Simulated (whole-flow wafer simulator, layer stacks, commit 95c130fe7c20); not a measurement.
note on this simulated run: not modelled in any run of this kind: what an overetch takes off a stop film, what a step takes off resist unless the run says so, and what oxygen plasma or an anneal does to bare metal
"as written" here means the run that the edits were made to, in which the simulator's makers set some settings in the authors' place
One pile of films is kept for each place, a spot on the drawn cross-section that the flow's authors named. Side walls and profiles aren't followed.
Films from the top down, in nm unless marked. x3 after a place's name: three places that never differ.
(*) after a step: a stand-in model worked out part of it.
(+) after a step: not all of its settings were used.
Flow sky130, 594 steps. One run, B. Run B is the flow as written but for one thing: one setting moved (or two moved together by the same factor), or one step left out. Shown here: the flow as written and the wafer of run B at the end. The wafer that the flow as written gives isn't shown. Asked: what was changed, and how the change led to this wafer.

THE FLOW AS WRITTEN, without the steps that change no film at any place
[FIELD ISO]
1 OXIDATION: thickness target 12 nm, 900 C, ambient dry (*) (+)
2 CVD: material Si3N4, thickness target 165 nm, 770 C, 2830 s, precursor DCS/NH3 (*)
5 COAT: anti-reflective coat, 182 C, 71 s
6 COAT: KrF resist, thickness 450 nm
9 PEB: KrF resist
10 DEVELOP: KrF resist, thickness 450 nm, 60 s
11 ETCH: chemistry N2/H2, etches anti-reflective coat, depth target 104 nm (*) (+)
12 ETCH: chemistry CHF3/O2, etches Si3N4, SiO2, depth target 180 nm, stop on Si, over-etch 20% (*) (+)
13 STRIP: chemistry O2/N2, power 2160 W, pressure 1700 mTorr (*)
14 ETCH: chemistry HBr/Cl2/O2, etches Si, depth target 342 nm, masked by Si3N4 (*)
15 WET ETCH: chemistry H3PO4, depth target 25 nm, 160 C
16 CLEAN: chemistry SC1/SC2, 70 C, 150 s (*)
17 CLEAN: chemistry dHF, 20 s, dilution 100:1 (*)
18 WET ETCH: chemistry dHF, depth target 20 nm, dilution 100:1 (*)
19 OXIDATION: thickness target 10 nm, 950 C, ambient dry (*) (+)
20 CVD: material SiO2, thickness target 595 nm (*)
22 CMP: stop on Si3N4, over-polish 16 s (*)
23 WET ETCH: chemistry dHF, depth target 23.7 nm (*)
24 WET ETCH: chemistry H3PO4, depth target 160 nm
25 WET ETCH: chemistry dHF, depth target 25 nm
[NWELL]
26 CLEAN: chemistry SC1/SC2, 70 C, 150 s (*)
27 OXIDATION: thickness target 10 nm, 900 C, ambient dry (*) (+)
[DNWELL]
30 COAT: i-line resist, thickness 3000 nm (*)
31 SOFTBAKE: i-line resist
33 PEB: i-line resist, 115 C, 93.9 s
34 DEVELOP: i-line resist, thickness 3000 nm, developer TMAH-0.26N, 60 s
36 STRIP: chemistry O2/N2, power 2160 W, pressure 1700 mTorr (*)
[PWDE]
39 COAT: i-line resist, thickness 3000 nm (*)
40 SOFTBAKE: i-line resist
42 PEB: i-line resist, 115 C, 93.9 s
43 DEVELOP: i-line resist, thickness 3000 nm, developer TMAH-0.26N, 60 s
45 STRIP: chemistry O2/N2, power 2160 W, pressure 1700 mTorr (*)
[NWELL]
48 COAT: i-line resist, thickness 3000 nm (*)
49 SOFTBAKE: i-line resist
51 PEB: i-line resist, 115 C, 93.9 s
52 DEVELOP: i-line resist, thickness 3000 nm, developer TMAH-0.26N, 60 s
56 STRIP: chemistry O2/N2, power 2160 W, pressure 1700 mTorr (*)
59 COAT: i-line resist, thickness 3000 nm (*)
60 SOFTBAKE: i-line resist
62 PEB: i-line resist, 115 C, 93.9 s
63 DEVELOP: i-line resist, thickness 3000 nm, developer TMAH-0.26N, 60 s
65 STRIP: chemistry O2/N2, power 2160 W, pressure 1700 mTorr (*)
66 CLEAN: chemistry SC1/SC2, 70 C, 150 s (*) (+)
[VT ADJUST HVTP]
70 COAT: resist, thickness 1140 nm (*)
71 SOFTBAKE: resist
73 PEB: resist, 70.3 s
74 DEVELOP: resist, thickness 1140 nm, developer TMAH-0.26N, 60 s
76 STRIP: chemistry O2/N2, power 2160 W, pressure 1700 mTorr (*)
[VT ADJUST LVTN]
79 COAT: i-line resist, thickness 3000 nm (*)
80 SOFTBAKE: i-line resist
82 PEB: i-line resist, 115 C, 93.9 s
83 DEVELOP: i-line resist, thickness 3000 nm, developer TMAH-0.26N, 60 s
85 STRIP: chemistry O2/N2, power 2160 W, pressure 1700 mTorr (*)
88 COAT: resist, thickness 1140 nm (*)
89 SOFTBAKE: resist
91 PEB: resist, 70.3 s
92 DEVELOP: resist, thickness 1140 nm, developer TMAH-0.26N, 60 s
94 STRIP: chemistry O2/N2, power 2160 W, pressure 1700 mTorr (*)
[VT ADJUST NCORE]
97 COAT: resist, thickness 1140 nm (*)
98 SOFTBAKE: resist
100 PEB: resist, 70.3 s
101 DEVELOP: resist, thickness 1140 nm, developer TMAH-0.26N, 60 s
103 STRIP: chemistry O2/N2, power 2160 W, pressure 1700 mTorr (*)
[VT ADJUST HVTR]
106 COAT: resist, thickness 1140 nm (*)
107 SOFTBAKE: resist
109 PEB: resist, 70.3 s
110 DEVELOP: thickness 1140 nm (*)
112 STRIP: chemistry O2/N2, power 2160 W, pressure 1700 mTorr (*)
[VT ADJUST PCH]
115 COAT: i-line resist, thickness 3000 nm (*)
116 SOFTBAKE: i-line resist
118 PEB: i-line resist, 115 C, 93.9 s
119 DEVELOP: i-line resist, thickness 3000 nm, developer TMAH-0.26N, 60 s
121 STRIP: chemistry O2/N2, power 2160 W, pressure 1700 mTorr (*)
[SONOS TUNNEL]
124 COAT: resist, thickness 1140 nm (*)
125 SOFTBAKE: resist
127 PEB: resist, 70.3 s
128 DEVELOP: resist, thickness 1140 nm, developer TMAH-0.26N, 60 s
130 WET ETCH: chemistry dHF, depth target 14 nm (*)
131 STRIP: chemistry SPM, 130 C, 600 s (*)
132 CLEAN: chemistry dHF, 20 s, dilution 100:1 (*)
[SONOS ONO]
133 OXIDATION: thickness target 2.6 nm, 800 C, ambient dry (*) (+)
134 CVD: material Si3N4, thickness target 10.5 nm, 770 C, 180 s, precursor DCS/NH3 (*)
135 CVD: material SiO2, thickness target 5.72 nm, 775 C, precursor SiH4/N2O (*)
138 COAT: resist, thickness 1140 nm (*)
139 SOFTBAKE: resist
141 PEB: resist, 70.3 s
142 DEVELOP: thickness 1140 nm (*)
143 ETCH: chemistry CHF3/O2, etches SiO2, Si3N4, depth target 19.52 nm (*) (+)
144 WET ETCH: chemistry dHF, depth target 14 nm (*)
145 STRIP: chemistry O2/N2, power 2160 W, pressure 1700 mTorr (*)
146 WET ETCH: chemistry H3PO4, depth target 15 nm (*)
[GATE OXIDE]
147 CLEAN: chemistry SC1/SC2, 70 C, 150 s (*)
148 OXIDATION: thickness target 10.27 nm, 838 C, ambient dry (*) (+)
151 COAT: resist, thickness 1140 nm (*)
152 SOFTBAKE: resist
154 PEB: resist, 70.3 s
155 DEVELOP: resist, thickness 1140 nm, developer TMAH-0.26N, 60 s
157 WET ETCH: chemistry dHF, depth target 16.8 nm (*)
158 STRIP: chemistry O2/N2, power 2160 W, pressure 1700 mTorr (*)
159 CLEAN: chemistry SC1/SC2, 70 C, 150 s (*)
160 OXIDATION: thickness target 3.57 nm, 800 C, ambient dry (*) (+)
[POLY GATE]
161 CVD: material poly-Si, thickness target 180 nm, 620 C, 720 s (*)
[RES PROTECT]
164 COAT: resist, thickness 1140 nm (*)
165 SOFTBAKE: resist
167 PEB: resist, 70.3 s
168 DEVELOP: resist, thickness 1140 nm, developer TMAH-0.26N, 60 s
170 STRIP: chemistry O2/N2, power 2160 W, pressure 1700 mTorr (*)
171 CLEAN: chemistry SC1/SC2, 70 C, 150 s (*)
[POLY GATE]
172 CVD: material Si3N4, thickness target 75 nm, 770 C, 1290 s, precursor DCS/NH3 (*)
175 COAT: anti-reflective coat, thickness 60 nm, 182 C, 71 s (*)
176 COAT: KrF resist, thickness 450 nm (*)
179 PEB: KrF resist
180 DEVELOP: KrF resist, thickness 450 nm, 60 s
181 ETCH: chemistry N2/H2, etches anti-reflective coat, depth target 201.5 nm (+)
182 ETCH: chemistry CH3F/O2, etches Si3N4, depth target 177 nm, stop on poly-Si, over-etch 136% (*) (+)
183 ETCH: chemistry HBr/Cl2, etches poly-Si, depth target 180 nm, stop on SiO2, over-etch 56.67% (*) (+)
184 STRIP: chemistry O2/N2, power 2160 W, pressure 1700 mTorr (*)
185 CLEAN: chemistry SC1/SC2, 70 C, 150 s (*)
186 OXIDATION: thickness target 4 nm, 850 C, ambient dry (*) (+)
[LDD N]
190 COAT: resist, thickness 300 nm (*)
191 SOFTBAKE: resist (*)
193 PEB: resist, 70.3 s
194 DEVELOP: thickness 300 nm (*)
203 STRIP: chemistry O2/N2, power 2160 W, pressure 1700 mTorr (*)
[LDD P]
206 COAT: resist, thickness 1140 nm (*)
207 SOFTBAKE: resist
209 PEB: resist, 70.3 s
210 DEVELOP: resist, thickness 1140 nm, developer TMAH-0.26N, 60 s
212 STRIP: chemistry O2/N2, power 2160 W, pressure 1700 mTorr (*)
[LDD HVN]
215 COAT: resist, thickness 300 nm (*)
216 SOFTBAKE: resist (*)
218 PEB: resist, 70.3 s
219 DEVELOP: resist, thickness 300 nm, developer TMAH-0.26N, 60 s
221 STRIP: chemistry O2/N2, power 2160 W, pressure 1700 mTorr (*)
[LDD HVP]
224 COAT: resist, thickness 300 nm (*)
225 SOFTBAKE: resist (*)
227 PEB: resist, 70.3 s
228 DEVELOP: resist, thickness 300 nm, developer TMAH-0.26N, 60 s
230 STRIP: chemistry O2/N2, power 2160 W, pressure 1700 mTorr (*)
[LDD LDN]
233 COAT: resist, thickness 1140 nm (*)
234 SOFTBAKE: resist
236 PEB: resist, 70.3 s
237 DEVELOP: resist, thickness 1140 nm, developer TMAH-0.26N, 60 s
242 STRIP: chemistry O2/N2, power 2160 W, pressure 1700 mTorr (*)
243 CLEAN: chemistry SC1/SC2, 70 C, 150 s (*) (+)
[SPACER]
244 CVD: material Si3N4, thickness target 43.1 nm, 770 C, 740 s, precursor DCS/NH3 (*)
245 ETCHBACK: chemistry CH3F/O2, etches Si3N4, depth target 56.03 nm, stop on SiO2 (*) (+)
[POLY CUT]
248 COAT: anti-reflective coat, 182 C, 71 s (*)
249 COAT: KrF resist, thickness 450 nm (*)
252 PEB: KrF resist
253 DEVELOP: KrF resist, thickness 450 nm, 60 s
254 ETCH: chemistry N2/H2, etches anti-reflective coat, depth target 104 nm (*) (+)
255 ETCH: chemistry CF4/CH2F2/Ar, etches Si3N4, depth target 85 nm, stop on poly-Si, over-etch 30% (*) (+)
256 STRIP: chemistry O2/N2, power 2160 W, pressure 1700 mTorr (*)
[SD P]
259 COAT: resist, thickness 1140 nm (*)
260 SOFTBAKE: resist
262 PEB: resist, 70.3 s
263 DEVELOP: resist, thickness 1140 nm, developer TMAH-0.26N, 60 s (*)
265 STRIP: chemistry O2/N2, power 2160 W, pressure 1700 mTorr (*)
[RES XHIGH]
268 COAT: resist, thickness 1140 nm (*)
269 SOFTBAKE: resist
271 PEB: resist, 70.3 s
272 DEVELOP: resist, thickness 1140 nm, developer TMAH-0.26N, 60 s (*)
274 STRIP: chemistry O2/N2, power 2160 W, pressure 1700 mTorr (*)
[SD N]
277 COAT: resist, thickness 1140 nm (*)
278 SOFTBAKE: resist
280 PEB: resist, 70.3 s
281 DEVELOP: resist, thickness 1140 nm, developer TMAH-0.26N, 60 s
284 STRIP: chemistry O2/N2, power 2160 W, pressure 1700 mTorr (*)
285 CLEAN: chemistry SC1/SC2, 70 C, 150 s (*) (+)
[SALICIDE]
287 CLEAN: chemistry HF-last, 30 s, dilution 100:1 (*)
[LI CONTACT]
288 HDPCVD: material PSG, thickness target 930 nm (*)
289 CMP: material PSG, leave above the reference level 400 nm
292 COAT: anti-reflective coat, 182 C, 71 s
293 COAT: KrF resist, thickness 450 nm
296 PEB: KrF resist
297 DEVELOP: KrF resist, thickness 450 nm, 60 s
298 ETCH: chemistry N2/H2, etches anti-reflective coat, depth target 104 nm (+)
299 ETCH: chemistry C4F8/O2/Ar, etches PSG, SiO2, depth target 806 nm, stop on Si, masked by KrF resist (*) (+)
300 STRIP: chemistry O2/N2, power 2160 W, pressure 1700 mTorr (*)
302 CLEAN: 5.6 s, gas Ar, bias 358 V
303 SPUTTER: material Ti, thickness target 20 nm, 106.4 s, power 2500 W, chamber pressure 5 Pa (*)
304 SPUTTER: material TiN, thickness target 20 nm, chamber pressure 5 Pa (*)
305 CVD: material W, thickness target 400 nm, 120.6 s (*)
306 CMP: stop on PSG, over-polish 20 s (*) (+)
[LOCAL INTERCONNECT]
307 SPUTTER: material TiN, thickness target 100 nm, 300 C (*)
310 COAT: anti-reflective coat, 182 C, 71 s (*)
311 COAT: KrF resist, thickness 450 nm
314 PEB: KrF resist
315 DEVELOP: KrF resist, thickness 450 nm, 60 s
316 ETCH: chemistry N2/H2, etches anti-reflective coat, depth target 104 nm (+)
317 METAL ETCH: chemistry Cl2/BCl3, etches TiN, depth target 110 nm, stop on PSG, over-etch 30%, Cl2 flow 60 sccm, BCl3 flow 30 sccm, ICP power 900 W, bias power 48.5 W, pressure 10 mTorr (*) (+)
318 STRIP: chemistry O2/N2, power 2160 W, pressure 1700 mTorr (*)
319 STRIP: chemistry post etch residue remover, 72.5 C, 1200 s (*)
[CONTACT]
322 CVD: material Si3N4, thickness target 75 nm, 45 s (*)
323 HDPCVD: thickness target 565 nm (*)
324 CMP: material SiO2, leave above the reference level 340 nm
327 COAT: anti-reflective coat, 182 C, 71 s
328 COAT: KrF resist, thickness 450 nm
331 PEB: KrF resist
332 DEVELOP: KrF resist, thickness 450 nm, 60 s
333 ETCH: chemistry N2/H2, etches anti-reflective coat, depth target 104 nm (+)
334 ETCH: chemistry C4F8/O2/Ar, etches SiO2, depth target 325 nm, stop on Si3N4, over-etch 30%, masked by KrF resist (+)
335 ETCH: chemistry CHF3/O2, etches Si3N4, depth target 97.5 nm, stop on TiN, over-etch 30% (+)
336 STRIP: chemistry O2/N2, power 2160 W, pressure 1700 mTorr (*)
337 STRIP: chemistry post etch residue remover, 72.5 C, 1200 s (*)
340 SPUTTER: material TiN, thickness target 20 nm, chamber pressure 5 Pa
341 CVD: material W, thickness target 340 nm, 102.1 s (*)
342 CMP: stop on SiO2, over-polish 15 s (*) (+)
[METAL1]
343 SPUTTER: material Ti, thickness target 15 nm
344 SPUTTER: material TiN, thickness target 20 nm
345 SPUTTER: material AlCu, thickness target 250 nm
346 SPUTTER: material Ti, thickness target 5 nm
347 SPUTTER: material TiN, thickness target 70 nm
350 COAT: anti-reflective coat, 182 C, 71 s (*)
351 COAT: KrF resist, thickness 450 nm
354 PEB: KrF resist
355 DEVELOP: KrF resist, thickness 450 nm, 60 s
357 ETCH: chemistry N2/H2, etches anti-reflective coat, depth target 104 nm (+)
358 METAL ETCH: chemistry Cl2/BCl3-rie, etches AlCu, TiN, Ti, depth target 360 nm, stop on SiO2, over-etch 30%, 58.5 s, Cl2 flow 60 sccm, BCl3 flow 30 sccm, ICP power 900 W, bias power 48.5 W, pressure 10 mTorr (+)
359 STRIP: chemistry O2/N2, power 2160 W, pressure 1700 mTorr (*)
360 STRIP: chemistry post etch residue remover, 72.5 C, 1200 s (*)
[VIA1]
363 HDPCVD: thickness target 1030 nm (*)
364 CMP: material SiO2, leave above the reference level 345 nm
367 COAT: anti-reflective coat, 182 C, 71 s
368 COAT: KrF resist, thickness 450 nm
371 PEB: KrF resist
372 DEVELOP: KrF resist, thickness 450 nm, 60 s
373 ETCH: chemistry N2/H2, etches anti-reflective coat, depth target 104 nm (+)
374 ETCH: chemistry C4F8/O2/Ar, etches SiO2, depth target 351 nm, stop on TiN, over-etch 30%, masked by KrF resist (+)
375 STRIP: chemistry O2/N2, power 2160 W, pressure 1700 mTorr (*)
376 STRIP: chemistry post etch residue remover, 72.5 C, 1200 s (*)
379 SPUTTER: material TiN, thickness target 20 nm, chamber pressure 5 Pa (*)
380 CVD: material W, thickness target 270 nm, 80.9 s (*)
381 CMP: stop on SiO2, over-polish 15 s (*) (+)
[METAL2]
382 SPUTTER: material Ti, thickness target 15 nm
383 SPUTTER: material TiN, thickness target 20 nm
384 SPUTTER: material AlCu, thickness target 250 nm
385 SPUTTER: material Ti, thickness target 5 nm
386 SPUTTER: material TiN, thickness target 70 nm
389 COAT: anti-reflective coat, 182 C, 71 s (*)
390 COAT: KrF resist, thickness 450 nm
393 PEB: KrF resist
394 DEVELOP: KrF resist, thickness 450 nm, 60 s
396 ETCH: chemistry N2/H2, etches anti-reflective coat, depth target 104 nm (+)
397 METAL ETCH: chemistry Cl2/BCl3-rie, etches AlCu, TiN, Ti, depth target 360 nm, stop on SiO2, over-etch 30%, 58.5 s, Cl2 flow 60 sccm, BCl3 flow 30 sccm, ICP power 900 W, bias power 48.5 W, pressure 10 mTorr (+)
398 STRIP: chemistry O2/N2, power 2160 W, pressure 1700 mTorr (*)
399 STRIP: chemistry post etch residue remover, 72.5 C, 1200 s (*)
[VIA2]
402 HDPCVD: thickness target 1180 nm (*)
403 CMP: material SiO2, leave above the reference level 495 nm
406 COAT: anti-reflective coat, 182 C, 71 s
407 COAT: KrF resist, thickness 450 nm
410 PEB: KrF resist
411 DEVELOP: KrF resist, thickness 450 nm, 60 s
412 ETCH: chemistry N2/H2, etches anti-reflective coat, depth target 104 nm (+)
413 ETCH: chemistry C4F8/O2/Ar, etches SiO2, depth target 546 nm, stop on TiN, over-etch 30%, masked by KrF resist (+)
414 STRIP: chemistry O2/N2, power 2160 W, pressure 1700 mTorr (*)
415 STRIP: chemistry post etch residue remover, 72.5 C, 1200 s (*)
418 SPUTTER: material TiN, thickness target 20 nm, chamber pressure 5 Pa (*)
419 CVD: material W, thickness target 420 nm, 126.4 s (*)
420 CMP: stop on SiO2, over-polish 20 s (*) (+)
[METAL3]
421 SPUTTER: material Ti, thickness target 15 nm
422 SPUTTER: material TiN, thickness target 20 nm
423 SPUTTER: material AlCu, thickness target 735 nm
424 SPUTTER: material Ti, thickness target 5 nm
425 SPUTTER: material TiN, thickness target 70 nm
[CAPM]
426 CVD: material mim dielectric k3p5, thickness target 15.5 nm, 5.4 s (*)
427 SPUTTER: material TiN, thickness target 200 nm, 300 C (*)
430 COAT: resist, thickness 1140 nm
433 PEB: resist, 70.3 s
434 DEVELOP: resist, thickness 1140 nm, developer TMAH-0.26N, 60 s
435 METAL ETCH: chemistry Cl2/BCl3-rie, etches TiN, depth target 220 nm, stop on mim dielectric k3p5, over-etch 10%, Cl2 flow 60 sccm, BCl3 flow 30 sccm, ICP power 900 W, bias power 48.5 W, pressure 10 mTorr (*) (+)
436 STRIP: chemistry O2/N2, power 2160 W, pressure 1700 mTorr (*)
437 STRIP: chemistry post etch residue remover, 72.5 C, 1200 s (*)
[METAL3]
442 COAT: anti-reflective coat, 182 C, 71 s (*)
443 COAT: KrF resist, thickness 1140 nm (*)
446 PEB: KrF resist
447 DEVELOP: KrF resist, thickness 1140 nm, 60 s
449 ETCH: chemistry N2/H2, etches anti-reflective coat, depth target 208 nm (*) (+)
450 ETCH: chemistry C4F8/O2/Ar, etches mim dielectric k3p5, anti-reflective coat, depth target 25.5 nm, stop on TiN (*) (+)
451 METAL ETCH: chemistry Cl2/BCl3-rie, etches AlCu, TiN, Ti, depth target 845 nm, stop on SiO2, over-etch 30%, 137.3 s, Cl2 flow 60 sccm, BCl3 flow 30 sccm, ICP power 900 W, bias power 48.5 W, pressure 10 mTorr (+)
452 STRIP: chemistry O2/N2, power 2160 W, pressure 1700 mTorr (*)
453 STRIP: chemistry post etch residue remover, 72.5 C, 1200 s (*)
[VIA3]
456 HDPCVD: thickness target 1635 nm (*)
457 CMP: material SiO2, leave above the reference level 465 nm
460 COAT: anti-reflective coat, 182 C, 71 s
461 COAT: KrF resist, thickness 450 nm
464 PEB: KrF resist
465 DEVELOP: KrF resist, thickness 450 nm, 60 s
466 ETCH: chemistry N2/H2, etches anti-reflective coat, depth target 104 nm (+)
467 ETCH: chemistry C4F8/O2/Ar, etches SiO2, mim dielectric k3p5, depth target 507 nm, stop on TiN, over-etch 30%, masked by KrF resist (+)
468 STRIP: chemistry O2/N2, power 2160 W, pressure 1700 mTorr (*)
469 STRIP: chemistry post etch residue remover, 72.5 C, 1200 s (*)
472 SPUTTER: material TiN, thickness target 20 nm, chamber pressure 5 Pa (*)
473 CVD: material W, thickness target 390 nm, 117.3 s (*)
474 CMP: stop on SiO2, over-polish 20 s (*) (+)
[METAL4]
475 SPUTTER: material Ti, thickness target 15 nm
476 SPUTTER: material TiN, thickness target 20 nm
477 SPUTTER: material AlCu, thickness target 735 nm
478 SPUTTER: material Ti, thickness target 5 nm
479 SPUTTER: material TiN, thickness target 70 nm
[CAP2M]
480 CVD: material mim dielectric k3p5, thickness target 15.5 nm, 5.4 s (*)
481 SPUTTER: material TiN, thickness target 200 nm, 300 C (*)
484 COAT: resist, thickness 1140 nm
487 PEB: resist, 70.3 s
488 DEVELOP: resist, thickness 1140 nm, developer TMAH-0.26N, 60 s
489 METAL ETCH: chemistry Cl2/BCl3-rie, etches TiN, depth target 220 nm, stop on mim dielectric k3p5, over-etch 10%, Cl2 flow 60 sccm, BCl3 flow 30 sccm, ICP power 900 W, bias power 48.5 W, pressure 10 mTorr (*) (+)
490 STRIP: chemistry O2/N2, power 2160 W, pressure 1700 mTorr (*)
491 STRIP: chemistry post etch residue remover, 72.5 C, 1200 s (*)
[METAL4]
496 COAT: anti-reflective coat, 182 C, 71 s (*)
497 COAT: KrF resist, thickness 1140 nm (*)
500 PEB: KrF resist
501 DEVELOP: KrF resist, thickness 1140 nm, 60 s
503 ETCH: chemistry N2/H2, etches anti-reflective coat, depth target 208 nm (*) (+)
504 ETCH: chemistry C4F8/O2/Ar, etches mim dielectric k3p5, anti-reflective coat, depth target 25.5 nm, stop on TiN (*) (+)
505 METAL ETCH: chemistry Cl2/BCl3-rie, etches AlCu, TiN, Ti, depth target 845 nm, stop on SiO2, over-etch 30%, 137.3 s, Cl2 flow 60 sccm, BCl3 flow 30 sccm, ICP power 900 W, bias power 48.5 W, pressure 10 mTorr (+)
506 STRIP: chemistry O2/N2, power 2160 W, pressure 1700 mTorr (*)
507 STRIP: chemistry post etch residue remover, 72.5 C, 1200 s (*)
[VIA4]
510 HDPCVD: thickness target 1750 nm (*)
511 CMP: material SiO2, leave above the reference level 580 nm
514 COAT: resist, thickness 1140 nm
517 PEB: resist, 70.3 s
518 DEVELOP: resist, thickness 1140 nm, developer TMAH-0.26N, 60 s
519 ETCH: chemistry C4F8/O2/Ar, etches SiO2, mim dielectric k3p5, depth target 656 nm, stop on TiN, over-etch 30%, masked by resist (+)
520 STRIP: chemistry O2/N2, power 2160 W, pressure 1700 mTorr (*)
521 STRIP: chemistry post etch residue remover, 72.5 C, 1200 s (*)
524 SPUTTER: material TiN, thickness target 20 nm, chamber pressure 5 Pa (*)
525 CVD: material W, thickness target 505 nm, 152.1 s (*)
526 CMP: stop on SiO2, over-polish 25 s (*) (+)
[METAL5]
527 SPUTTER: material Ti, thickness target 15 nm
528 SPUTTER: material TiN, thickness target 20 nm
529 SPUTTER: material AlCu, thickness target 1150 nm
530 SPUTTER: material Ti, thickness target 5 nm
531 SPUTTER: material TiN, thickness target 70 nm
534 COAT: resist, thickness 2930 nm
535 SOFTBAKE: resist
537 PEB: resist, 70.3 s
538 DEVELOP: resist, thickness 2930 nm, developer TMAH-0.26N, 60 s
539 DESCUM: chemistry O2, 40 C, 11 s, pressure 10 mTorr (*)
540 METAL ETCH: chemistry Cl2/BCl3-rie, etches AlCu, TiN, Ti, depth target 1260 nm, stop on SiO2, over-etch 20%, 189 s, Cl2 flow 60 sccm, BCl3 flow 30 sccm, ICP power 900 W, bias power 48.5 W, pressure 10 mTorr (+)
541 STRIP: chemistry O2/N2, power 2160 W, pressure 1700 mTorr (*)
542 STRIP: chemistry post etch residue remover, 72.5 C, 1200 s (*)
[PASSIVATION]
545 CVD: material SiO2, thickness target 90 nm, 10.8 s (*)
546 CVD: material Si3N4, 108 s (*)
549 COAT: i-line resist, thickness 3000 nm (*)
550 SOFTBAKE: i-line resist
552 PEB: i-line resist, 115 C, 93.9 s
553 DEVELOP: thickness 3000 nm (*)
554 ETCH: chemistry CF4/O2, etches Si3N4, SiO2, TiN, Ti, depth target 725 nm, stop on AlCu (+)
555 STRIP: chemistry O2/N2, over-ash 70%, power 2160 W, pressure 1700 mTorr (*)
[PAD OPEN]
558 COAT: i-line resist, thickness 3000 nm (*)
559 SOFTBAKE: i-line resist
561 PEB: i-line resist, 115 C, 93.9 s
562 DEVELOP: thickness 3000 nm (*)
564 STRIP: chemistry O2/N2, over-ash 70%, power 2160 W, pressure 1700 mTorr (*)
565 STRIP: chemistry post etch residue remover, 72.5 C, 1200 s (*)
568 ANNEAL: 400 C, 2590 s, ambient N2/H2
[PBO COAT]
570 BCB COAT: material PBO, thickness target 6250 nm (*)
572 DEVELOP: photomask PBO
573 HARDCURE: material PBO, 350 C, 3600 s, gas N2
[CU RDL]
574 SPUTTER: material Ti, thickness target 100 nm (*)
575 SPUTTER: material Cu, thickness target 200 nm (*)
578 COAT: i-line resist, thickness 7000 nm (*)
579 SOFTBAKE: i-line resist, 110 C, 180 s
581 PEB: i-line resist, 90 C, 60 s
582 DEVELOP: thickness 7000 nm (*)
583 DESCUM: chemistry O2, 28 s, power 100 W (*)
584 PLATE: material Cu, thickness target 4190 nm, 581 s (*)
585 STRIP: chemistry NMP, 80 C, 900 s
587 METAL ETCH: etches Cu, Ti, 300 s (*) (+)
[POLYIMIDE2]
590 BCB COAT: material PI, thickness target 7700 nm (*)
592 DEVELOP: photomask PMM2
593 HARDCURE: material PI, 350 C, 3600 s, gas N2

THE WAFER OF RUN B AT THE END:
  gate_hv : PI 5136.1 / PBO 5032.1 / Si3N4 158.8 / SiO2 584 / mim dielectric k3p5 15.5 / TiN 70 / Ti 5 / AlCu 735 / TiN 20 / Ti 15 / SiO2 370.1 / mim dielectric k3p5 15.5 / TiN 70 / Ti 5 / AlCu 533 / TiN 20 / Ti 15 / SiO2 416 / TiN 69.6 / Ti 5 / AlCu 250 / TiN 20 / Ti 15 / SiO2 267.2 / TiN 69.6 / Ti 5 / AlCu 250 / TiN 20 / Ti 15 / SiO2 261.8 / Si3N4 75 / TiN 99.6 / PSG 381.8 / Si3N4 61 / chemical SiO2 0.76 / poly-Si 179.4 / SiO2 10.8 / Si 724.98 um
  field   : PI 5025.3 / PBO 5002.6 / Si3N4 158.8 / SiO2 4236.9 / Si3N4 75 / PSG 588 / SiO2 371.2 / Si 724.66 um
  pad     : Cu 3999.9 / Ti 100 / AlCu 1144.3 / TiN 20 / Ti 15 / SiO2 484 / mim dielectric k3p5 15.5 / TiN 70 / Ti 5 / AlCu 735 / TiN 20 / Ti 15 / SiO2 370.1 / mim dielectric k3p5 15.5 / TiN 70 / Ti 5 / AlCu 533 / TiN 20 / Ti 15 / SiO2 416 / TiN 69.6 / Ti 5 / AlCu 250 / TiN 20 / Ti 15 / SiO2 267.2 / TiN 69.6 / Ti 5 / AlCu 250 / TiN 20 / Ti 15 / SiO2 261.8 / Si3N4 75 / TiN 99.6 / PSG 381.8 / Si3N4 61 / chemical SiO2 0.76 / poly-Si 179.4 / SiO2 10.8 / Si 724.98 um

The cause: step 423, SPUTTER: thickness target 533 nm was run, where the flow has thickness target 735 nm.
It can be read off the wafer: gate_hv has AlCu 533, and step 423 as written asks for 735 nm.

How the change led to this, step by step:
  423 SPUTTER: material AlCu, thickness target 735 nm
      field, active, n_well and 188 more: AlCu +533 (new film) (as written it would be: AlCu +735 (new film))
  451 METAL ETCH: chemistry Cl2/BCl3-rie, etches AlCu, TiN, Ti, depth target 845 nm, stop on SiO2, over-etch 30%, 137.3 s, Cl2 flow 60 sccm, BCl3 flow 30 sccm, ICP power 900 W, bias power 48.5 W, pressure 10 mTorr (+)
      field, gate, spacer and 61 more: TiN -70 (all of it), Ti -5 (all of it), AlCu -533 (all of it), TiN -20 (all of it), Ti -15 (all of it), SiO2 -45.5 (as written it would be: TiN -70 (all of it), Ti -5 (all of it), AlCu -735 (all of it), TiN -20 (all of it), Ti -15 (all of it), SiO2 -25.4)
      active, vpp_l1ln, via_li1, sonos_guard_hv, iso_guard_nw, rxpo_ln, rpm_encl_urpm: TiN -70 (all of it), Ti -5 (all of it), AlCu -533 (all of it), TiN -20 (all of it), Ti -15 (all of it), SiO2 -45.5 (as written it would be: TiN -70 (all of it), Ti -5 (all of it), AlCu -735 (all of it), TiN -20 (all of it), Ti -15 (all of it), SiO2 -25.3)
      (and at 14 more places)
  457 CMP: material SiO2, leave above the reference level 465 nm
      field, active, gate and 75 more: SiO2 -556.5 (as written it would be: SiO2 -374.7)
      vpp_iso1, m1_ln, poly_licon, vpp_l1ln, rpo_hd_licon, via1_hole, m1_ln_cd: SiO2 -556.4 (as written it would be: SiO2 -374.7)
